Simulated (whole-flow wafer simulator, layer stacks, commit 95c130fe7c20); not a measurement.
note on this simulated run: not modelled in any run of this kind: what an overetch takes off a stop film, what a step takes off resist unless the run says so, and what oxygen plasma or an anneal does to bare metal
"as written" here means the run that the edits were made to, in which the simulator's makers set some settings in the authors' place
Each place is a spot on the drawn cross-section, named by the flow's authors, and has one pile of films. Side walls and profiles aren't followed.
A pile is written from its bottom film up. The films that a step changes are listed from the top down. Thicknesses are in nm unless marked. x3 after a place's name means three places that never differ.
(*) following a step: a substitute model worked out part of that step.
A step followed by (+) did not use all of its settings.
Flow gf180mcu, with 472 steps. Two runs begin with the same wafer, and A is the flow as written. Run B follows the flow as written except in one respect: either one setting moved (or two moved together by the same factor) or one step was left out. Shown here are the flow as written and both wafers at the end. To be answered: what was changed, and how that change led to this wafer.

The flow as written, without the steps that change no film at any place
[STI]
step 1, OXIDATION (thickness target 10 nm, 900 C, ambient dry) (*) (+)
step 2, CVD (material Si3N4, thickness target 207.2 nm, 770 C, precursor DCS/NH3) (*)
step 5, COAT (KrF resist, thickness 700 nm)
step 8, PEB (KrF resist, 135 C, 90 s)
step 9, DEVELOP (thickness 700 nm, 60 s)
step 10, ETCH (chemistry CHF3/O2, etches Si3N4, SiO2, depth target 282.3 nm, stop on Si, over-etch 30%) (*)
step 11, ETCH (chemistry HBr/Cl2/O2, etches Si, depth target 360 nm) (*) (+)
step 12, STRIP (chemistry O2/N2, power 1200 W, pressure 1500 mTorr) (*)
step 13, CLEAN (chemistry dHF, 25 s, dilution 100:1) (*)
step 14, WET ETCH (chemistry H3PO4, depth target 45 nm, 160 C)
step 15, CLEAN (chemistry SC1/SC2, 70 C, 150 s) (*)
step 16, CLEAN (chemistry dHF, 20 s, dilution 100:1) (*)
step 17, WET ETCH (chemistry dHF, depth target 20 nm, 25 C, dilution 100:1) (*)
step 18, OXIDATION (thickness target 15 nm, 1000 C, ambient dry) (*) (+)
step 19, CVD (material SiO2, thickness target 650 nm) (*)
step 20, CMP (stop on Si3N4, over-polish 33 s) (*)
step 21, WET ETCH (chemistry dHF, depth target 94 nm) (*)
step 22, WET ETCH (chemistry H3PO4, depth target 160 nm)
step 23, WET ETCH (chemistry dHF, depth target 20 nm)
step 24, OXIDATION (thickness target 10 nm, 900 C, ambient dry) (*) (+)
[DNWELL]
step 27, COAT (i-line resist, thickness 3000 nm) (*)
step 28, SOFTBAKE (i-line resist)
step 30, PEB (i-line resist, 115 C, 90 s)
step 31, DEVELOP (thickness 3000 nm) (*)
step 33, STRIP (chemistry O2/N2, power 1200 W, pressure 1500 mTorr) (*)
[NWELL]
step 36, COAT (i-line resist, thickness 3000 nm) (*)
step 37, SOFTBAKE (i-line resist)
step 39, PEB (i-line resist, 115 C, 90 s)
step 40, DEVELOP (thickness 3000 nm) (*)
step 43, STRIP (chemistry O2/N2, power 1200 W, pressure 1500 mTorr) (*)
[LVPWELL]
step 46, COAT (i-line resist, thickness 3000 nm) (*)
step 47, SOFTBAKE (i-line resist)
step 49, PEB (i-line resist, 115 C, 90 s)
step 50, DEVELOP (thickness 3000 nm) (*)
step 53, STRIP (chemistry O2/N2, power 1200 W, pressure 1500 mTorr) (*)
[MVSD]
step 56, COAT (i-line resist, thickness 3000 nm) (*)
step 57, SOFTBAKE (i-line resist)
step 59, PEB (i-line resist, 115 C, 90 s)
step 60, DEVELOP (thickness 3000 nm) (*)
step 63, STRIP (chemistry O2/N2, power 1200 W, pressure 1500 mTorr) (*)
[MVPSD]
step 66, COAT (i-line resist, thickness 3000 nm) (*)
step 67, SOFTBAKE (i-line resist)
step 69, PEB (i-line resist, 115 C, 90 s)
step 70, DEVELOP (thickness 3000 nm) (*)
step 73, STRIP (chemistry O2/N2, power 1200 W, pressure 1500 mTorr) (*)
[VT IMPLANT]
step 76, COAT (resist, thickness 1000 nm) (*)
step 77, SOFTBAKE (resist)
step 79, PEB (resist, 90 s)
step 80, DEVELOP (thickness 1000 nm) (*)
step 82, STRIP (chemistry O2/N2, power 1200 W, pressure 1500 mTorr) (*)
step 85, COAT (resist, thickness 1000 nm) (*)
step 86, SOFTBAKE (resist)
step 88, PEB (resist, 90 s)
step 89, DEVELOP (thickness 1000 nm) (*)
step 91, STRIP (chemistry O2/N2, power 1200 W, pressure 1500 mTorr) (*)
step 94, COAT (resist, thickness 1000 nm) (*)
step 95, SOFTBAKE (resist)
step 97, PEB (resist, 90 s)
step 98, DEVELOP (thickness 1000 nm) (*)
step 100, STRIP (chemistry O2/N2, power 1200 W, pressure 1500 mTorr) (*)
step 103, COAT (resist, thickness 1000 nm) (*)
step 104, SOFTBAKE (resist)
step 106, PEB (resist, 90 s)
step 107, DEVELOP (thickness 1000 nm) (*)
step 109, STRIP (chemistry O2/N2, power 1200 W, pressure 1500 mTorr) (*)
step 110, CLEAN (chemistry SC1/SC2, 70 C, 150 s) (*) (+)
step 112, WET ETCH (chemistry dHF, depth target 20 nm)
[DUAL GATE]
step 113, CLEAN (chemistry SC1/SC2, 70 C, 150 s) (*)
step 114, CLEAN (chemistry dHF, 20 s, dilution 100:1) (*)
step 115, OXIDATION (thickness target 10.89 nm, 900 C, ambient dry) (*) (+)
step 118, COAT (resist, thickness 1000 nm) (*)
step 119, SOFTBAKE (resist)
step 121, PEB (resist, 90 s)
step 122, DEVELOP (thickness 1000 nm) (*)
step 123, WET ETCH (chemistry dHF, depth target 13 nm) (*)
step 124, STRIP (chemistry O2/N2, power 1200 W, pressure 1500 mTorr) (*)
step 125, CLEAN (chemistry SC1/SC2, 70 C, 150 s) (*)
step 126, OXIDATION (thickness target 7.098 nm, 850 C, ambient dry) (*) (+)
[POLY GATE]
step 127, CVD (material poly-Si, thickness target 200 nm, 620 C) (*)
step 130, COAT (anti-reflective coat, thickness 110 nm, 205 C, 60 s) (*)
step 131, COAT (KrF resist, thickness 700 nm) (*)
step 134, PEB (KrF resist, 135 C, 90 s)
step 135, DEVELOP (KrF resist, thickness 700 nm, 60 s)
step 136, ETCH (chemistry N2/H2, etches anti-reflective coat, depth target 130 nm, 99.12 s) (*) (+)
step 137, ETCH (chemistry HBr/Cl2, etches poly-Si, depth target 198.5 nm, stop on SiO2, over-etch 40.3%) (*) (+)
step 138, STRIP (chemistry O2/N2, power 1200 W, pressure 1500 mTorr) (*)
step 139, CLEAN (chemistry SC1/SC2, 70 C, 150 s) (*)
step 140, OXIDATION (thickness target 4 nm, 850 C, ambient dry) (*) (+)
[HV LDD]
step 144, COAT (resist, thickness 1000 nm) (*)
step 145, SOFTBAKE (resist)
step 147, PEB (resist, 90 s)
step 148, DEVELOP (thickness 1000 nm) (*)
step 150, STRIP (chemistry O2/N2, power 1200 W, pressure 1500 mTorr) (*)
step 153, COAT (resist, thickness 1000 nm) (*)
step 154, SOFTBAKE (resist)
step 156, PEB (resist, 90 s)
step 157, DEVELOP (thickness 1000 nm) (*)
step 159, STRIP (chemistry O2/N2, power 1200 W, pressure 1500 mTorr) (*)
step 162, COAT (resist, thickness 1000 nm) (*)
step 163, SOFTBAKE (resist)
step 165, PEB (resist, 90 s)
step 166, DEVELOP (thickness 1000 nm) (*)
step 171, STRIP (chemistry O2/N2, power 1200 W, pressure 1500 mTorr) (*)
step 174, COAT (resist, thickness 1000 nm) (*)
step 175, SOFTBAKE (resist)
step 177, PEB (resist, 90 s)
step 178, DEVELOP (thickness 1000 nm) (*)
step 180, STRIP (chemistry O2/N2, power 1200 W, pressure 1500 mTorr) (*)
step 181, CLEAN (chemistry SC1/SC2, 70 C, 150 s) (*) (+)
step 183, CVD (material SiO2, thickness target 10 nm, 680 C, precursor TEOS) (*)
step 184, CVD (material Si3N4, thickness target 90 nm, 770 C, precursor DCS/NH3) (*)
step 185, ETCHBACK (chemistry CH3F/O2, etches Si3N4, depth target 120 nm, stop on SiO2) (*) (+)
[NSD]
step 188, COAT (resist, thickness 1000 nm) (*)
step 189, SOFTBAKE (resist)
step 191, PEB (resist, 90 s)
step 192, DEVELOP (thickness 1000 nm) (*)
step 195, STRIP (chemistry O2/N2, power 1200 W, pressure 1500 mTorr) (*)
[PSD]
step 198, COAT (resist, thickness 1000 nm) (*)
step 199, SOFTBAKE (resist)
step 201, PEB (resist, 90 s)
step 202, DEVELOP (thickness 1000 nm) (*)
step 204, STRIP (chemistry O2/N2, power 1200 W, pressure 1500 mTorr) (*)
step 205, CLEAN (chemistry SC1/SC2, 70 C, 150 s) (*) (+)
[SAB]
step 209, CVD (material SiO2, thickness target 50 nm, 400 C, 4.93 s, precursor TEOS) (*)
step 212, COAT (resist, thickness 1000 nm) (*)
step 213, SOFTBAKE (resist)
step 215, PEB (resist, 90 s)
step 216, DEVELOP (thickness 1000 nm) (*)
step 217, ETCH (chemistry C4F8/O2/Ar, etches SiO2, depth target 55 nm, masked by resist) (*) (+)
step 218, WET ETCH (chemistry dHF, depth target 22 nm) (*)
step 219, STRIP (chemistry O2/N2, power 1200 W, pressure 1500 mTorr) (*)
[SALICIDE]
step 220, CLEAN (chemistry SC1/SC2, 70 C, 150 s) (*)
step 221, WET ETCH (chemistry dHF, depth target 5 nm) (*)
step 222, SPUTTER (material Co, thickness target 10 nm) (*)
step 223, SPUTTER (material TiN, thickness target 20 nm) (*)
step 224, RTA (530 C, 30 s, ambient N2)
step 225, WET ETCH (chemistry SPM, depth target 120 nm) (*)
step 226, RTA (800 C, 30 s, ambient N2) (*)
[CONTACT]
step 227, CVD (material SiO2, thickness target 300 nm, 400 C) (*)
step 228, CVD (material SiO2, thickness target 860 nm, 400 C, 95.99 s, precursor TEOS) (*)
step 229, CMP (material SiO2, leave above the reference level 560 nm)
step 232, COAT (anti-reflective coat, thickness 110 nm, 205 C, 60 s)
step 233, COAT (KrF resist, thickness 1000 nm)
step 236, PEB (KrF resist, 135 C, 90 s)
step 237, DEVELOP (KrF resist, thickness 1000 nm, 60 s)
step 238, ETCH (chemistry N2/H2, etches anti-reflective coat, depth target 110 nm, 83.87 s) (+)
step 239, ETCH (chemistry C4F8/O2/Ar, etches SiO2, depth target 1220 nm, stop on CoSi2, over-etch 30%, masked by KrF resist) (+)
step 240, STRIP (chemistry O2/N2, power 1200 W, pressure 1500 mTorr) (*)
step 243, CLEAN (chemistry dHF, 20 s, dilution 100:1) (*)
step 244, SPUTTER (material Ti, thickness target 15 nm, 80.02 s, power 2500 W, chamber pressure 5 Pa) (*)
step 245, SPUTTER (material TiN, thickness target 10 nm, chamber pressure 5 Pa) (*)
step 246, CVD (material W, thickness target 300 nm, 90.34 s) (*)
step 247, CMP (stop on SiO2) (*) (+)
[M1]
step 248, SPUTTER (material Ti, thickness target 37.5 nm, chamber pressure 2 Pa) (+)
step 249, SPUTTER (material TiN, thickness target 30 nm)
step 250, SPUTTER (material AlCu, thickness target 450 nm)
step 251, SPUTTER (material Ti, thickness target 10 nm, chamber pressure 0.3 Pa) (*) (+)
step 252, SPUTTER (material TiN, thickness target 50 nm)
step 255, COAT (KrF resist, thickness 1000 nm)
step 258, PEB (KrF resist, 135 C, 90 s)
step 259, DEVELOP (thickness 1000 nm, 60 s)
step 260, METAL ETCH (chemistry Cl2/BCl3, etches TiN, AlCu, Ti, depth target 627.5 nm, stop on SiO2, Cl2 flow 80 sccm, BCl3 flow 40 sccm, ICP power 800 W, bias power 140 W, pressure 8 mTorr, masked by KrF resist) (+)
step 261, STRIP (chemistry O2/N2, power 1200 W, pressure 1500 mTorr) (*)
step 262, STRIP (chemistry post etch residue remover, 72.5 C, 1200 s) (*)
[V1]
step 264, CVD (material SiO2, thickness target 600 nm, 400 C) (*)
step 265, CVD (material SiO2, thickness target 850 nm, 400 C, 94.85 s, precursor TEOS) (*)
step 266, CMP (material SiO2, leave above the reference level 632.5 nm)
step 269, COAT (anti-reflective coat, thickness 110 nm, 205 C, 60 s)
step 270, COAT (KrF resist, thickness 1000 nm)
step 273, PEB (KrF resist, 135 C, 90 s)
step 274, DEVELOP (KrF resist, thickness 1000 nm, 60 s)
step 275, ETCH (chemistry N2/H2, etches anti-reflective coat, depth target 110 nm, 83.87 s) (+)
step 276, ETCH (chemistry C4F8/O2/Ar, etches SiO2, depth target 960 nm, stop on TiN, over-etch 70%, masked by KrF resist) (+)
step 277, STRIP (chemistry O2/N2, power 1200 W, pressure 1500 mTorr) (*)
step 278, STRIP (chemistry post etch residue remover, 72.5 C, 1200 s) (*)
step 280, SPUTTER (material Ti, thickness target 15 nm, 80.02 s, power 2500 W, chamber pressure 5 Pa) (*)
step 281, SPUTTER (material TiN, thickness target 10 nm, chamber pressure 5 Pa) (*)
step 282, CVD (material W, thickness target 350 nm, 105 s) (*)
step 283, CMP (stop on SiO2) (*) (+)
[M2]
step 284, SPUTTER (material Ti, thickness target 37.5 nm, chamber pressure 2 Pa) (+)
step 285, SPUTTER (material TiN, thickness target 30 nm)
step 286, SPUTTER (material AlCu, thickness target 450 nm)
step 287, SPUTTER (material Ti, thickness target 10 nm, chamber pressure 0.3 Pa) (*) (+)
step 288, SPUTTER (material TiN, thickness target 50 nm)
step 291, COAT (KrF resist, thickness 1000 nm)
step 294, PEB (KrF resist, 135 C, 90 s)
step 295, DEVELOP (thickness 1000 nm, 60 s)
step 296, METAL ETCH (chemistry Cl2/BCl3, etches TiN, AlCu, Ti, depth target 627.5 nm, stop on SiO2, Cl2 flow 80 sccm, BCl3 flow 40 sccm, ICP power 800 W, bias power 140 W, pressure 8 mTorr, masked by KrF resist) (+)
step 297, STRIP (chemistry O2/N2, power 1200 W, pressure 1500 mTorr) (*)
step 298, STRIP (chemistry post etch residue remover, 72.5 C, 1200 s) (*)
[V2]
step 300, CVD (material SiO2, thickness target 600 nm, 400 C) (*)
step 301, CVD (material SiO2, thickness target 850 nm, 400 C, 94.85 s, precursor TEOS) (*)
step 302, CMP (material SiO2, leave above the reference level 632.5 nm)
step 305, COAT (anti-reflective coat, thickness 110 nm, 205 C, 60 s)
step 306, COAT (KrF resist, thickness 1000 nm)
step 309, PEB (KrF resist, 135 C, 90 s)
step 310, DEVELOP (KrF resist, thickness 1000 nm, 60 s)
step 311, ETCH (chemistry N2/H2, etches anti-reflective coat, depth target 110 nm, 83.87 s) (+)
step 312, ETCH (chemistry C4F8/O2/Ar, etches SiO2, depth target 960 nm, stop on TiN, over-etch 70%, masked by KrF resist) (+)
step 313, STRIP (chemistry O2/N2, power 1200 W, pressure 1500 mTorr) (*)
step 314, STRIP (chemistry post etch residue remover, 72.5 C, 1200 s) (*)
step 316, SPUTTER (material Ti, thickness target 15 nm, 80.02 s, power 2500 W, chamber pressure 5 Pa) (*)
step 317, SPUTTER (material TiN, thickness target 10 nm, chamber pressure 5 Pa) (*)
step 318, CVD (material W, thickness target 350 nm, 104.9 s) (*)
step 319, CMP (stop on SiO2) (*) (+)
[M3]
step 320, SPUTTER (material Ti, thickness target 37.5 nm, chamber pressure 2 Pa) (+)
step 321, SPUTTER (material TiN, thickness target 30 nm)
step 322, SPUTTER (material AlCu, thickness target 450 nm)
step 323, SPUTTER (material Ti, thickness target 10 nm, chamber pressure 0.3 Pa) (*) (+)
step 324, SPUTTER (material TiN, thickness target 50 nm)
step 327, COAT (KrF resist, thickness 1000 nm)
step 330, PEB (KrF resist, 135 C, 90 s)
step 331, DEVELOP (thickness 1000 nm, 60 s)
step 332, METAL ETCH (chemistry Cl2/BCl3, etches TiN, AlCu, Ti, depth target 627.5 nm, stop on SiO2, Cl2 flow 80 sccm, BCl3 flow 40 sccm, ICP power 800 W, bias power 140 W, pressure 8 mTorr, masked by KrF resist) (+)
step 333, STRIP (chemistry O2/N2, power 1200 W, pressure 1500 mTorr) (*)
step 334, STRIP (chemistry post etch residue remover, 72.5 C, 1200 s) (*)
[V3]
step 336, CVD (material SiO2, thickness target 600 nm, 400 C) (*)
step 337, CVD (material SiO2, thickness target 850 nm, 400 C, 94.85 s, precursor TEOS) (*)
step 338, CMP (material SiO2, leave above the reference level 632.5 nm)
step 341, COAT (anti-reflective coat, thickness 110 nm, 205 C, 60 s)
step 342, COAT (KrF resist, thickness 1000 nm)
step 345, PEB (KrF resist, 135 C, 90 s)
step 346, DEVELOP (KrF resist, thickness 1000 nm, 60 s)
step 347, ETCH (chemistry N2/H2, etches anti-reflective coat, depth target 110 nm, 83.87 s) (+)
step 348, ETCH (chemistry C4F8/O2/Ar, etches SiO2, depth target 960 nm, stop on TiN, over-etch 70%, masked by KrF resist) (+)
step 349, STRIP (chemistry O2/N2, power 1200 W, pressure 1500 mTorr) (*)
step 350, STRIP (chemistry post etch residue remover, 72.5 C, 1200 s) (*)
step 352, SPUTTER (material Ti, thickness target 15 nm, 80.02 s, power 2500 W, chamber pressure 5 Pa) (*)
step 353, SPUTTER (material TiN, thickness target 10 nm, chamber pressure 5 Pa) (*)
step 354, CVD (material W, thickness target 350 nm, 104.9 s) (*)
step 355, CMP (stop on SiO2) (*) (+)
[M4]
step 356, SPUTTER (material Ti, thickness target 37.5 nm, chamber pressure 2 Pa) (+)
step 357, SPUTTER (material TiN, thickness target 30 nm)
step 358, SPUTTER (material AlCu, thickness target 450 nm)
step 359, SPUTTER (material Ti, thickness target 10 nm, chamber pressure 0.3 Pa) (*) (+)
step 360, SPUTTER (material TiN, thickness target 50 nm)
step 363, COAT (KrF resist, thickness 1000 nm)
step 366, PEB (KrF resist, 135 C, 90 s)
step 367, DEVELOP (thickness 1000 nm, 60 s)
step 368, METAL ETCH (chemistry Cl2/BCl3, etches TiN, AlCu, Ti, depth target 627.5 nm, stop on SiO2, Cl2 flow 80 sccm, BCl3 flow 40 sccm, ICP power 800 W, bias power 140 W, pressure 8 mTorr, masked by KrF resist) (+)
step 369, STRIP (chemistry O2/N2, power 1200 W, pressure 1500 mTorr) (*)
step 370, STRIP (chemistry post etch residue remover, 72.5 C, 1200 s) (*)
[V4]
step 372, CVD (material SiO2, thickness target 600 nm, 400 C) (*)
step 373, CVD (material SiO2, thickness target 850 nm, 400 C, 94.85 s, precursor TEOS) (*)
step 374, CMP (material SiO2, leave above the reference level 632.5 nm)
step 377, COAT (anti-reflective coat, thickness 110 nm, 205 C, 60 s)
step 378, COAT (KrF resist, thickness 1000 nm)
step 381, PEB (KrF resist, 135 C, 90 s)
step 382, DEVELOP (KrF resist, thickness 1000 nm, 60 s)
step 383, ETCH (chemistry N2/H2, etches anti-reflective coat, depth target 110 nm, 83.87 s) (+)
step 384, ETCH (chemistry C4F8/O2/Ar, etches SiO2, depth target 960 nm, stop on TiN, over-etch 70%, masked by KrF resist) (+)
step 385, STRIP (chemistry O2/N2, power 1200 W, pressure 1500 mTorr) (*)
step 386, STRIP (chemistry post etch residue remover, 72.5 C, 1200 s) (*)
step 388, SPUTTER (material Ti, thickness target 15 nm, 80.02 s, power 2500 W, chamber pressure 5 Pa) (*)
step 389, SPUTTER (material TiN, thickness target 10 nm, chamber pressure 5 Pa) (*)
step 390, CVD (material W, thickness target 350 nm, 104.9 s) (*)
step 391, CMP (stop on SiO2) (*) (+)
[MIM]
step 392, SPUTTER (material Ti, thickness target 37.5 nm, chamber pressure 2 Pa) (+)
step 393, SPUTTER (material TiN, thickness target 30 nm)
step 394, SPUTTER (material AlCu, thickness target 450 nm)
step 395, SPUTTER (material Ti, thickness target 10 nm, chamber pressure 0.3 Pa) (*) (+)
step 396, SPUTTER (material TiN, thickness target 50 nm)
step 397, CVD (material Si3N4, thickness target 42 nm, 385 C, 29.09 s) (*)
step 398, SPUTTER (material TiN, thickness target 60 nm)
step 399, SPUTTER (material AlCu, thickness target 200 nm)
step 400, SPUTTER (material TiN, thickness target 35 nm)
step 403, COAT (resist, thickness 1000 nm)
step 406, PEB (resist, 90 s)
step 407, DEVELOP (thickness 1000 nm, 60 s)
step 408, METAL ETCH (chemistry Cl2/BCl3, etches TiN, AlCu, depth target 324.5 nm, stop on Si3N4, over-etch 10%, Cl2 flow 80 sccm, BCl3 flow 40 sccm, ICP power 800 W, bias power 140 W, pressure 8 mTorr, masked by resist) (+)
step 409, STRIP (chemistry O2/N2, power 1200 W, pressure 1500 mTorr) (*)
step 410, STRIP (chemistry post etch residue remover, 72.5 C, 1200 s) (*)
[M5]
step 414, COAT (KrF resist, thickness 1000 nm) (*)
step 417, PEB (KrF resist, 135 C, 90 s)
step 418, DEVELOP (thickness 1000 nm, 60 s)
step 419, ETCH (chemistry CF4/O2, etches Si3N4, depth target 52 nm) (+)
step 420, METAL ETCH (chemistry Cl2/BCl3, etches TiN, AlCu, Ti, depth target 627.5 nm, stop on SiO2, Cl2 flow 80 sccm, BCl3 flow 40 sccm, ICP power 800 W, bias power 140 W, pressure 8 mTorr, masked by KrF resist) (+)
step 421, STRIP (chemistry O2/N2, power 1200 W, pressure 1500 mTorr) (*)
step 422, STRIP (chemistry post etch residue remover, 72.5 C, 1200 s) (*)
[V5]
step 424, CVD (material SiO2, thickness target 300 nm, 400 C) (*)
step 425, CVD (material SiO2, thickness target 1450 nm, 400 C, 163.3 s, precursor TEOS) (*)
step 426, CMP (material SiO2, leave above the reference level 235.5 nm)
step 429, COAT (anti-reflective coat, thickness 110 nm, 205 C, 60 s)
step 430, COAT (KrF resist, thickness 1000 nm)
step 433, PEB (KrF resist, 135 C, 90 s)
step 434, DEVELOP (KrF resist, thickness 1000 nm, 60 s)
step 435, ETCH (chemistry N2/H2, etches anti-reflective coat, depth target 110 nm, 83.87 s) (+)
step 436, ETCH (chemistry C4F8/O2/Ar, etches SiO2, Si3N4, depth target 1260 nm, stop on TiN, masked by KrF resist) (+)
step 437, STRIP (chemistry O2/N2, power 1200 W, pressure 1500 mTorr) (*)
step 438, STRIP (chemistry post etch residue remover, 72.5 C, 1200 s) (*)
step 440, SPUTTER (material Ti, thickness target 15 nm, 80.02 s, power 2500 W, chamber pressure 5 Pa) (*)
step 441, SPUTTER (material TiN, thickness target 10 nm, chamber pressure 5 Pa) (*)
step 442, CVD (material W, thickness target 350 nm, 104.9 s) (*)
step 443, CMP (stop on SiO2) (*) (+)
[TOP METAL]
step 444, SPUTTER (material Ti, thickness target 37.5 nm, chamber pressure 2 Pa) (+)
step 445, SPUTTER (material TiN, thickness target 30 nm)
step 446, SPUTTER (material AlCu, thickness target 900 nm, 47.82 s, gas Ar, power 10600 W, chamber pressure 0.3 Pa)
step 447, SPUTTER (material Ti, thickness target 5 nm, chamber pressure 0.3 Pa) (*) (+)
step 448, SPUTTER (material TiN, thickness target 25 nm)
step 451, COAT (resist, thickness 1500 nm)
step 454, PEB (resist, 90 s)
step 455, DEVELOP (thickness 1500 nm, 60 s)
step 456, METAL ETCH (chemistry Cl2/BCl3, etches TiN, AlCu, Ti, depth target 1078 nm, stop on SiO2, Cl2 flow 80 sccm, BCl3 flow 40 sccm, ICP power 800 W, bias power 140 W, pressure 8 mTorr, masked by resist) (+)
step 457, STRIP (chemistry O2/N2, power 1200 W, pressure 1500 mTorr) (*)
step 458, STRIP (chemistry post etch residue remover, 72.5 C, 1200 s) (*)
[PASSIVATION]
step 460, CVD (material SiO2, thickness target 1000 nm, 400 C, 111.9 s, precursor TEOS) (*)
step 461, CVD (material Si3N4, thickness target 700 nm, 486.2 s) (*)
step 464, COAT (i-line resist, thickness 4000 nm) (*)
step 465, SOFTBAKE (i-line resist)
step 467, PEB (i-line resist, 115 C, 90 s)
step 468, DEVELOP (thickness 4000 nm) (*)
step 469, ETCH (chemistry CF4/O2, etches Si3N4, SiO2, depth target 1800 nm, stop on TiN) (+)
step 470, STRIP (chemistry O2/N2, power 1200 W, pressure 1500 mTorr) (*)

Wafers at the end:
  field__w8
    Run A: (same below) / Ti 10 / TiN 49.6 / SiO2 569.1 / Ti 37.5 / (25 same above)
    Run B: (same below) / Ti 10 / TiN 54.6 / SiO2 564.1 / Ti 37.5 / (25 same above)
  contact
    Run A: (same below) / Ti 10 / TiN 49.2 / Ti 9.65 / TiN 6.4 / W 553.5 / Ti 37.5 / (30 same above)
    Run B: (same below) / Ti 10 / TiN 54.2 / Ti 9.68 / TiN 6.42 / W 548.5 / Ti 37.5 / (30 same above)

What caused this: step 288, SPUTTER: thickness target 55 nm was run, while the flow as written has thickness target 50 nm.

How this came from the change, step by step:
  step 288, SPUTTER (material TiN, thickness target 50 nm)
      field, field__w1, field__w2 and 108 more: A +50 TiN (new film) | B +55 TiN (new film)
  step 296, METAL ETCH (chemistry Cl2/BCl3, etches TiN, AlCu, Ti, depth target 627.5 nm, stop on SiO2, Cl2 flow 80 sccm, BCl3 flow 40 sccm, ICP power 800 W, bias power 140 W, pressure 8 mTorr, masked by KrF resist) (+)
      field, field__w1, field__w2 and 103 more: A -50 TiN (all of it), -10 Ti (all of it), -450 AlCu (all of it), -30 TiN (all of it), -37.5 Ti (all of it) | B -55 TiN (all of it), -10 Ti (all of it), -450 AlCu (all of it), -30 TiN (all of it), -37.5 Ti (all of it)
